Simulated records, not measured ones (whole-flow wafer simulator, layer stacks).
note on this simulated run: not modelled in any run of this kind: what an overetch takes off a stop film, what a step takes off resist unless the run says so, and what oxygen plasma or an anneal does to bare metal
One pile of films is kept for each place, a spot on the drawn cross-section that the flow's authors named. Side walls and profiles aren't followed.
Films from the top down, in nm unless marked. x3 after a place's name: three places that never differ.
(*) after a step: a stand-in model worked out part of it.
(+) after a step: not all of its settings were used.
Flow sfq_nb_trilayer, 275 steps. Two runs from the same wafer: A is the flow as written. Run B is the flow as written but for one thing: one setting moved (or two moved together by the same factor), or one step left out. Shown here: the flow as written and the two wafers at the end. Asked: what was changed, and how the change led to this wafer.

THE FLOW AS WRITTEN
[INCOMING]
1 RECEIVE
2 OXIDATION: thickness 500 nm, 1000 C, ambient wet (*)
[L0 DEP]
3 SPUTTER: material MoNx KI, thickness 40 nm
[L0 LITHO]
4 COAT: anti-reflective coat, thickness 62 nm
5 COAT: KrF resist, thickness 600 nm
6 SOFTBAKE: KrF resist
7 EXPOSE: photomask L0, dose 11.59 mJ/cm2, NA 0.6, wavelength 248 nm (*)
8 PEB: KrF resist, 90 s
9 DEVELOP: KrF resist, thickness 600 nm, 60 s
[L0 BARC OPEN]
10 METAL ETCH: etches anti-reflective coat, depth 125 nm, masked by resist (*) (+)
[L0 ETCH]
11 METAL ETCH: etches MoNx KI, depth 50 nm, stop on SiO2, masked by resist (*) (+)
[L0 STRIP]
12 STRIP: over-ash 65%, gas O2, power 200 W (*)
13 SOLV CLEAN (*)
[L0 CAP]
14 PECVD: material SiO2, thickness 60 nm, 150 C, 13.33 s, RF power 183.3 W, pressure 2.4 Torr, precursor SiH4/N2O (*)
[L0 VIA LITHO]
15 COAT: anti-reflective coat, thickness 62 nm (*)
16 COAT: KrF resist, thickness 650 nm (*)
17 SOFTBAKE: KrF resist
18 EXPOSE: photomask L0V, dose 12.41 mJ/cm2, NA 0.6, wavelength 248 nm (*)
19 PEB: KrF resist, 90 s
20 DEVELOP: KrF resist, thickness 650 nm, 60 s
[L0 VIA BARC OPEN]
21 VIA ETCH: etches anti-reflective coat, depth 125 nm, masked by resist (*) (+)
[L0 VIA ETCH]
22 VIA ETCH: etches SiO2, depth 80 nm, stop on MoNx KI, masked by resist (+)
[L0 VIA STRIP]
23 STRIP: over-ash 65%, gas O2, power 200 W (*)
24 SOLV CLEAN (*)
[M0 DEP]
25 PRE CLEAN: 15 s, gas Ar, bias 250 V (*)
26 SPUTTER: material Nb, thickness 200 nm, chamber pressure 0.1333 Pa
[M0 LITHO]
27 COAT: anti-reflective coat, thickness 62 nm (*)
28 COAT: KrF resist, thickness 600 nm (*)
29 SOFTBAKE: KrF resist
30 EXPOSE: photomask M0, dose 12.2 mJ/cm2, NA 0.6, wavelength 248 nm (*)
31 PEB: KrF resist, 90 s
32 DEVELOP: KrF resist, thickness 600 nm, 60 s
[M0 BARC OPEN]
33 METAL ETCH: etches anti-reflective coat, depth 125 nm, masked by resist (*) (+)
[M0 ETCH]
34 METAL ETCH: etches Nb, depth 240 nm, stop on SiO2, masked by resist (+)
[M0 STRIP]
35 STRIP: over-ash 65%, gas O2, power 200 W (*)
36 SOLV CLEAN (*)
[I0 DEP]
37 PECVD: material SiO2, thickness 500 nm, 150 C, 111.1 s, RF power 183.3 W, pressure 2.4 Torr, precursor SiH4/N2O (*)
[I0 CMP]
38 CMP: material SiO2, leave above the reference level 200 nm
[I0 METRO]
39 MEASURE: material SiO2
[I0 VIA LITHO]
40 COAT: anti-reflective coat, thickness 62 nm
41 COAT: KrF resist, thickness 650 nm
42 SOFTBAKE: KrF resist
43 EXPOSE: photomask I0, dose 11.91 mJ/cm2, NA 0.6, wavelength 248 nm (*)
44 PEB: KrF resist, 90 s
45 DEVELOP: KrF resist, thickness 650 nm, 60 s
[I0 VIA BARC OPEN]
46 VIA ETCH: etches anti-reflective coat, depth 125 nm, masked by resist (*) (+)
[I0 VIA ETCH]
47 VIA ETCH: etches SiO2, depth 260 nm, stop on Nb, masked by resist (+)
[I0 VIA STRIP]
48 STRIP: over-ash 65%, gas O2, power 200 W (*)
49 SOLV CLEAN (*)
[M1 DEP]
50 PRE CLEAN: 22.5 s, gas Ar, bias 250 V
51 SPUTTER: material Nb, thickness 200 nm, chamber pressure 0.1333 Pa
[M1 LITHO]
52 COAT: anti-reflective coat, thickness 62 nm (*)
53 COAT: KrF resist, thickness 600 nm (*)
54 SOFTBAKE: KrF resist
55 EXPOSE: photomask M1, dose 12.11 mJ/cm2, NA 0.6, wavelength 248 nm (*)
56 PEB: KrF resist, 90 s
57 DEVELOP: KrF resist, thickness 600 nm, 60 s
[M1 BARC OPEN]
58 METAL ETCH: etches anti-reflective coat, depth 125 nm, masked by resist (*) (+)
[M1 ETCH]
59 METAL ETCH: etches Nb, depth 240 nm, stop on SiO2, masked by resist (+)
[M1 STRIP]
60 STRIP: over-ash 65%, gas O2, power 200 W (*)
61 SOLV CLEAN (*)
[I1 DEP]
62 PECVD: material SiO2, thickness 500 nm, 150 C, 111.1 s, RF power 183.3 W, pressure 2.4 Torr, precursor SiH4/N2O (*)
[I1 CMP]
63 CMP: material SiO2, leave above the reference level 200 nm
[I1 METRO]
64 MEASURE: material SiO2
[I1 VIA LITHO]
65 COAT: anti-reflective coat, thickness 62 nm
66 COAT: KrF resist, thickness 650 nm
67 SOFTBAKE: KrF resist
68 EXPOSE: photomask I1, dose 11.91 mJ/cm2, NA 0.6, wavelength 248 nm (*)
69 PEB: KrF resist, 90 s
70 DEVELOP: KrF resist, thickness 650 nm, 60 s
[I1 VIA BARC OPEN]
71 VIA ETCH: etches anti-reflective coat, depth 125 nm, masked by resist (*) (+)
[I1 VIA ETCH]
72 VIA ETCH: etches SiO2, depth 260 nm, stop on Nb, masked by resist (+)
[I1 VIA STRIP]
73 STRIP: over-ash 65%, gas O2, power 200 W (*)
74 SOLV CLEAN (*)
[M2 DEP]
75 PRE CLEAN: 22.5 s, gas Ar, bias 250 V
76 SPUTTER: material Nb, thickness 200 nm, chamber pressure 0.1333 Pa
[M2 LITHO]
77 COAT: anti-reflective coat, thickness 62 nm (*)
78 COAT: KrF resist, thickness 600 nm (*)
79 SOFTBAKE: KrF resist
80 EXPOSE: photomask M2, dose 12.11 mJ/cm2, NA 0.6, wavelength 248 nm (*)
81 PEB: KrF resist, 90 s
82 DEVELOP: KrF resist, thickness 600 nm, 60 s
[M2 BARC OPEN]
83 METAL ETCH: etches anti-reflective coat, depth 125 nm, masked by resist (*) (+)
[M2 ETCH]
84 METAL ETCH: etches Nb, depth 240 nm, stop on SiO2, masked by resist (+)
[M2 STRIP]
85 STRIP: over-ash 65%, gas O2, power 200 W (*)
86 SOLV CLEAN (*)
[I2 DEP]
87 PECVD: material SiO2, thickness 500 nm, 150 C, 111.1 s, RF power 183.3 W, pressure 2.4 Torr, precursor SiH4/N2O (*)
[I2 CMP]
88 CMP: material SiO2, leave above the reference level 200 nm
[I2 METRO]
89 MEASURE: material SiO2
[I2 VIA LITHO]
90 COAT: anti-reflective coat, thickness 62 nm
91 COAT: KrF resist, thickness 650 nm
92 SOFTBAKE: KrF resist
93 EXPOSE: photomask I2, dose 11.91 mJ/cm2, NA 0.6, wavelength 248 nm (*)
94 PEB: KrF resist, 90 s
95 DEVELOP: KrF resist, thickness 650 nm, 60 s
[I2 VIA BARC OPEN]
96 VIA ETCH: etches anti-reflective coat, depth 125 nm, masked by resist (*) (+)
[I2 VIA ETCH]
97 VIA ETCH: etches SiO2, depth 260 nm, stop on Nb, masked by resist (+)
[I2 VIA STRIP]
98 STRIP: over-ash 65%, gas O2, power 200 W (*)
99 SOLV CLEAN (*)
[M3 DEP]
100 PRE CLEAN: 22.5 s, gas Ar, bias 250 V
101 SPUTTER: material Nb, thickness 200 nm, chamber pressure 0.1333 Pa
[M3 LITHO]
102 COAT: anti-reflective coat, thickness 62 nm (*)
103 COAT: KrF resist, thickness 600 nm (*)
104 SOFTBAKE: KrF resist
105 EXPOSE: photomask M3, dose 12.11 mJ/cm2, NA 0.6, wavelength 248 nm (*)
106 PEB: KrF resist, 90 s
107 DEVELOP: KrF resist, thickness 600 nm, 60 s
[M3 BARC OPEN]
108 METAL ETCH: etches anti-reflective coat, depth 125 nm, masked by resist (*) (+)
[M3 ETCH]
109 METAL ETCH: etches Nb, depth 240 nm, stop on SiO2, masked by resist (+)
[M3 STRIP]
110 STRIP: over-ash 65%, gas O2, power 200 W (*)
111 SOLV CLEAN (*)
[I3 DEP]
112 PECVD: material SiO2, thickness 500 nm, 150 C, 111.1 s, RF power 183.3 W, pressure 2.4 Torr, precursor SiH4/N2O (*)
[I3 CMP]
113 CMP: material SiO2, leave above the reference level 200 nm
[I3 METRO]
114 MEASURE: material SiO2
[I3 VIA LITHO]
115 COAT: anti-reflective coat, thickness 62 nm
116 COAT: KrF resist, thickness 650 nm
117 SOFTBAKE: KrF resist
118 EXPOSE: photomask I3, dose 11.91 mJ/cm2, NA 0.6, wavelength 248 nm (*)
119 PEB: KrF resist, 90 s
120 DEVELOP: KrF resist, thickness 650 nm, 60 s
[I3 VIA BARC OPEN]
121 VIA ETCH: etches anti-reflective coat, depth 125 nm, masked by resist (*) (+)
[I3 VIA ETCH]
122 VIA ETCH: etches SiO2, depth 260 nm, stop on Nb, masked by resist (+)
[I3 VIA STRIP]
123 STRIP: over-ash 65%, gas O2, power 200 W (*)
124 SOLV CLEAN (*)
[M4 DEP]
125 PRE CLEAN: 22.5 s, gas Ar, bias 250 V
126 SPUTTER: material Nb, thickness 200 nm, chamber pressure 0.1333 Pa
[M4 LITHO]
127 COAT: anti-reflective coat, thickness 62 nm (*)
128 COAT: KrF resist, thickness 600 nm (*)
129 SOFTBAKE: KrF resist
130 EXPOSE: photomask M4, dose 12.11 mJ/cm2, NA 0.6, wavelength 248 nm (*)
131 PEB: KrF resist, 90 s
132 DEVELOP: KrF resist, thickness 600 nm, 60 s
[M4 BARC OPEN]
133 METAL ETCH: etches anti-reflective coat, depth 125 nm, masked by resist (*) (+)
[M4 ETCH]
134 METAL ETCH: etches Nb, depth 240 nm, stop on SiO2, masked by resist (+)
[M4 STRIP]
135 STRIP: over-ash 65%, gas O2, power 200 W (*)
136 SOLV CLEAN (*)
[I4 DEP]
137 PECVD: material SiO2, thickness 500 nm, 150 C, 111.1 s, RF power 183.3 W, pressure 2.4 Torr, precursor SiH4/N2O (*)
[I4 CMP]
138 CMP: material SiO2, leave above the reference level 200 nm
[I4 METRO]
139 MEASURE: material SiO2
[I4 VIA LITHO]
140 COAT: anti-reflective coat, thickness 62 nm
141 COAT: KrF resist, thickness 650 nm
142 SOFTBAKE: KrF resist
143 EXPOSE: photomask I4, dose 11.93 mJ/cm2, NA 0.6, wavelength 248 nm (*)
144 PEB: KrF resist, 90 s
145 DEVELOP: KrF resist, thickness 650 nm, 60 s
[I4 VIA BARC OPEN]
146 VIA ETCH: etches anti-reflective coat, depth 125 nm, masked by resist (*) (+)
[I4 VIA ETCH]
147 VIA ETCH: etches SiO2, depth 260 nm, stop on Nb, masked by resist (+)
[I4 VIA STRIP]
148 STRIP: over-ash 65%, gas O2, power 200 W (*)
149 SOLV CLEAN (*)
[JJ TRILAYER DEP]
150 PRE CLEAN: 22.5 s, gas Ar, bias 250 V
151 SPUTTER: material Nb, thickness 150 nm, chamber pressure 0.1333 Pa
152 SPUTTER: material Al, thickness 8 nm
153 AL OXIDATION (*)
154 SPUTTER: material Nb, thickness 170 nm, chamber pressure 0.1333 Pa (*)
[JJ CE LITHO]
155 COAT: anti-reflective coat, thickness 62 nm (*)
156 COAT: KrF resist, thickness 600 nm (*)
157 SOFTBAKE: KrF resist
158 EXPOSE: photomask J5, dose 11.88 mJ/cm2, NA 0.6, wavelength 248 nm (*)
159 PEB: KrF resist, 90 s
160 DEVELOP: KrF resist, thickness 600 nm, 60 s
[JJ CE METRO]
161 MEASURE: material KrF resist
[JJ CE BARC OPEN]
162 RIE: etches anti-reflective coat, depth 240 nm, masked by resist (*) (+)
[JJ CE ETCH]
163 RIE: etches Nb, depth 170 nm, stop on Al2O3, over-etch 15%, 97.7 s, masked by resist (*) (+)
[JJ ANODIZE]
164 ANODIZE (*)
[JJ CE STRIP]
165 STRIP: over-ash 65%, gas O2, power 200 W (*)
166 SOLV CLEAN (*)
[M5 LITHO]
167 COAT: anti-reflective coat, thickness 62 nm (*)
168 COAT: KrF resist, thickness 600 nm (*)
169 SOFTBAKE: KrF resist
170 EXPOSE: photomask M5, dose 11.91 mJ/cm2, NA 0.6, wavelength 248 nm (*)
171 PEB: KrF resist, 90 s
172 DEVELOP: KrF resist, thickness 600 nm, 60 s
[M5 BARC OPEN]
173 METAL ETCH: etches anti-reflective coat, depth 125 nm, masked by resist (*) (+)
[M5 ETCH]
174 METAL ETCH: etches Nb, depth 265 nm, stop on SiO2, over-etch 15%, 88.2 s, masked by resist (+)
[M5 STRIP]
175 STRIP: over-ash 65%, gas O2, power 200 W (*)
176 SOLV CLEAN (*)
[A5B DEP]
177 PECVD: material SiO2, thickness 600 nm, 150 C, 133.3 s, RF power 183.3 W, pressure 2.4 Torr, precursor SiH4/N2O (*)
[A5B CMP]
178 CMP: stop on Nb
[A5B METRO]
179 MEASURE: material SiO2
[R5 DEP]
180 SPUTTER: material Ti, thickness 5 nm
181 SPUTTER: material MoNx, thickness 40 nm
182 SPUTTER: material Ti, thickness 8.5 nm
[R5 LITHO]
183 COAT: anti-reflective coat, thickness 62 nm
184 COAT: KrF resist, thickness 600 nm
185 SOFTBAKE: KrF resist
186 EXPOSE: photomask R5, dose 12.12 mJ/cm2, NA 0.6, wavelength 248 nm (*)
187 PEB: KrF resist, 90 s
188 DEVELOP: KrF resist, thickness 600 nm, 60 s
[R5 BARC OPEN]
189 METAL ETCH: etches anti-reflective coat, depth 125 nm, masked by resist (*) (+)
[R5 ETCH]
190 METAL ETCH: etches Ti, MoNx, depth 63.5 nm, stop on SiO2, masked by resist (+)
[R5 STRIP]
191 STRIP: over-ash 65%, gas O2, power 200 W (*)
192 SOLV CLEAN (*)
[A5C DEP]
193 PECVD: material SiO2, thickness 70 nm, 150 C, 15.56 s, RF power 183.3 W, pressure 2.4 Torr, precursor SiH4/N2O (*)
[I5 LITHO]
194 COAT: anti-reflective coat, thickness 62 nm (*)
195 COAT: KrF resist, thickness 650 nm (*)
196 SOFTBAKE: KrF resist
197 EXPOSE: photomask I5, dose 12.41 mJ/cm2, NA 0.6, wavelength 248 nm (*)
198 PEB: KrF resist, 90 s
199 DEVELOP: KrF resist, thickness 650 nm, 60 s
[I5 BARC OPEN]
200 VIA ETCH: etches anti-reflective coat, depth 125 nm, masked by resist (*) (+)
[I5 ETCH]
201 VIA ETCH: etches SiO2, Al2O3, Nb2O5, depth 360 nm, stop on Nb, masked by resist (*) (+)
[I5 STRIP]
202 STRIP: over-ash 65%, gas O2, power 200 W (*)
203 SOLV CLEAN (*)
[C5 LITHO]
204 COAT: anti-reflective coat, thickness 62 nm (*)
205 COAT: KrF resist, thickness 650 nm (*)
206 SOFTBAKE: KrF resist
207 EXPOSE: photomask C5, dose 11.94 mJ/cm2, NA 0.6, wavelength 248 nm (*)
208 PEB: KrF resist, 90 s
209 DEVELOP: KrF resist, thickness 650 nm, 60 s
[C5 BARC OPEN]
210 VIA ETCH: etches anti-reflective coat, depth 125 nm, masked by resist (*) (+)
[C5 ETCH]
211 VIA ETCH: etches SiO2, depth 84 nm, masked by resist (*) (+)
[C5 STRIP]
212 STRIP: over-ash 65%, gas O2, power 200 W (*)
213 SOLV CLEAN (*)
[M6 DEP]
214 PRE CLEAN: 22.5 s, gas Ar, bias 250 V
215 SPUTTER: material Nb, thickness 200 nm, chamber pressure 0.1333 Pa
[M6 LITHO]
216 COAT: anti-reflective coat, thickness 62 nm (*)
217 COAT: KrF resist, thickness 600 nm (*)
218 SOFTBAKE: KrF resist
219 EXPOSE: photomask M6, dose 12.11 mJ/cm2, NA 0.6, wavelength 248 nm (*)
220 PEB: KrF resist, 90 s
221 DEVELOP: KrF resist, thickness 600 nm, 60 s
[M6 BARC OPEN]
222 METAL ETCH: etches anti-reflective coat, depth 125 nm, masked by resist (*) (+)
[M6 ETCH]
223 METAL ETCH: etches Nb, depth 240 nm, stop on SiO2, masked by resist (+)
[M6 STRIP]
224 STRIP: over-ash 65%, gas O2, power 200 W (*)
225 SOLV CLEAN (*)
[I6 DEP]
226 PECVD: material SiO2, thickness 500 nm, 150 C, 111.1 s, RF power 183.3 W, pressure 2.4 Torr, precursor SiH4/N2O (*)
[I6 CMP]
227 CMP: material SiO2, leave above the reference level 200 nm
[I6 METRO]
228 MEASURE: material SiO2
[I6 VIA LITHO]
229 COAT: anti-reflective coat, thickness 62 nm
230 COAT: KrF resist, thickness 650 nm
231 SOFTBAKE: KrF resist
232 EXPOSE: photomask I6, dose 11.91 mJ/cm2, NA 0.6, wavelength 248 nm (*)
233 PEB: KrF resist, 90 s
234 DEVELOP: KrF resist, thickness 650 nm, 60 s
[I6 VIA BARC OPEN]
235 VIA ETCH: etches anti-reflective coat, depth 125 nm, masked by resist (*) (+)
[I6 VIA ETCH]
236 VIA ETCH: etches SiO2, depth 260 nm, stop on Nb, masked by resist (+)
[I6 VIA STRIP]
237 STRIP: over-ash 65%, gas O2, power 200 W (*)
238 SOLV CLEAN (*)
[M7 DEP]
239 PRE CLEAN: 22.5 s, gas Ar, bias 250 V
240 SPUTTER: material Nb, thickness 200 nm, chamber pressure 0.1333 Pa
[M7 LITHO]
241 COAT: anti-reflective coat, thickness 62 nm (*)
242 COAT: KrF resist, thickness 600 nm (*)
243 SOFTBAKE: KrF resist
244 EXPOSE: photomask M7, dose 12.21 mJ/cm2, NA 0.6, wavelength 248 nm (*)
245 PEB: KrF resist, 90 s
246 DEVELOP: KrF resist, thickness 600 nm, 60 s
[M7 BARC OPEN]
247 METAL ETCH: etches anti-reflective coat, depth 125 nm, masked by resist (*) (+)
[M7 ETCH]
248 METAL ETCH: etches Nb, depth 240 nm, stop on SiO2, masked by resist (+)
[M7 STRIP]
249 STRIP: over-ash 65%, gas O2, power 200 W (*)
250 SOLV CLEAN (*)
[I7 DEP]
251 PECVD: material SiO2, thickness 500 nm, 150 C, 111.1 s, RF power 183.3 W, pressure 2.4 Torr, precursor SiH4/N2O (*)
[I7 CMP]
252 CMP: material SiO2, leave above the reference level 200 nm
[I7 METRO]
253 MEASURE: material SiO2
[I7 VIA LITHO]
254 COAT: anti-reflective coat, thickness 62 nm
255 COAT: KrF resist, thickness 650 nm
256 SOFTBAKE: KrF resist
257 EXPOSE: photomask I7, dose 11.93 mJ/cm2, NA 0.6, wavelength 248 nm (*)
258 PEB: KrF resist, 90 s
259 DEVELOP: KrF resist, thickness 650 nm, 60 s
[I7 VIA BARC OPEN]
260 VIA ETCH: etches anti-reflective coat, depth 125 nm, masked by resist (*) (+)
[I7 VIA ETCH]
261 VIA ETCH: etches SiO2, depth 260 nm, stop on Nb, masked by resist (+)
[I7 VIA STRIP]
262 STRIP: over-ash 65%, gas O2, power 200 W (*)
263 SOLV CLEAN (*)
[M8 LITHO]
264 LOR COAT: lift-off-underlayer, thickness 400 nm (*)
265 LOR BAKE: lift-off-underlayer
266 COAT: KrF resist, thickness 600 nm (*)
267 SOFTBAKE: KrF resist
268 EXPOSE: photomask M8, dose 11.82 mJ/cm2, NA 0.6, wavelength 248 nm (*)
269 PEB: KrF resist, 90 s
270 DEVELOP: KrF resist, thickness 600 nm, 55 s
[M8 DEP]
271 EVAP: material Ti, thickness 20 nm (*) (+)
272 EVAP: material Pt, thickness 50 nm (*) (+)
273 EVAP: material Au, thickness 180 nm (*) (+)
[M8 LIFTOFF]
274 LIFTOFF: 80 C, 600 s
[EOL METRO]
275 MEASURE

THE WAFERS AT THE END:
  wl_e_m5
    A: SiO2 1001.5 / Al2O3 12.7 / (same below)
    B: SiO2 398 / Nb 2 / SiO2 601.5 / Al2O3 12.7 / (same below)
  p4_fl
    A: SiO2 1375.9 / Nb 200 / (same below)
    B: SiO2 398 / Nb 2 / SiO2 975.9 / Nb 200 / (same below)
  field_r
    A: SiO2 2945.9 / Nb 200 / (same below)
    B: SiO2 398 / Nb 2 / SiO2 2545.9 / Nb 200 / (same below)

The cause: step 248, METAL ETCH: depth 198 nm was run, where the flow has depth 240 nm.

How the change led to this, step by step:
  248 METAL ETCH: etches Nb, depth 240 nm, stop on SiO2, masked by resist (+)
      field_l, field_r, lsp_l and 62 more: A Nb -200 (all of it) | B Nb -198
      v_sur, via_wl, via_w and 38 more: A KrF resist -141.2 | B KrF resist -116.5
  249 STRIP: over-ash 65%, gas O2, power 200 W (*)
      wl_j_sl, wl_jj, wl_j_sr and 14 more: A KrF resist -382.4 (all of it), anti-reflective coat -62 (all of it) | B KrF resist -407.1 (all of it), anti-reflective coat -62 (all of it)
      ln_m5, lsp_m, ln_m6: A KrF resist -381.9 (all of it), anti-reflective coat -61.8 (all of it) | B KrF resist -406.6 (all of it), anti-reflective coat -61.8 (all of it)
      (and at 21 more places)
  251 PECVD: material SiO2, thickness 500 nm, 150 C, 111.1 s, RF power 183.3 W, pressure 2.4 Torr, precursor SiH4/N2O (*)
      field_l, p4_fl, p4_fm and 56 more: A SiO2 +500 | B SiO2 +500 (new film)
      field_r, lsp_l: A SiO2 +477.7 | B SiO2 +477.9 (new film)
      (and at 4 more places)
  252 CMP: material SiO2, leave above the reference level 200 nm
      field_r, lsp_l: A SiO2 -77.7 | B SiO2 -79.9
      l0_sur, l0v: A SiO2 -87.8 | B SiO2 -90
Counting metal films that touch as one body, wl_e_m5 has 7 bodies (between them, from the top down: SiO2 601.5 / Al2O3 12.7 / Nb2O5 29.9; SiO2 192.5; SiO2 192.5; SiO2 192.5; SiO2 192.5; SiO2 192.5); the flow as written gives 6 bodies (between them, from the top down: SiO2 192.5; SiO2 192.5; SiO2 192.5; SiO2 192.5; SiO2 192.5).
Counting metal films that touch as one body, p4_fl has 3 bodies (between them, from the top down: SiO2 975.9; SiO2 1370); the flow as written gives 2 bodies (between them, from the top down: SiO2 1370).
Counting metal films that touch as one body, field_r has 2 bodies (between them, from the top down: SiO2 2545.9); the flow as written gives 1 body.
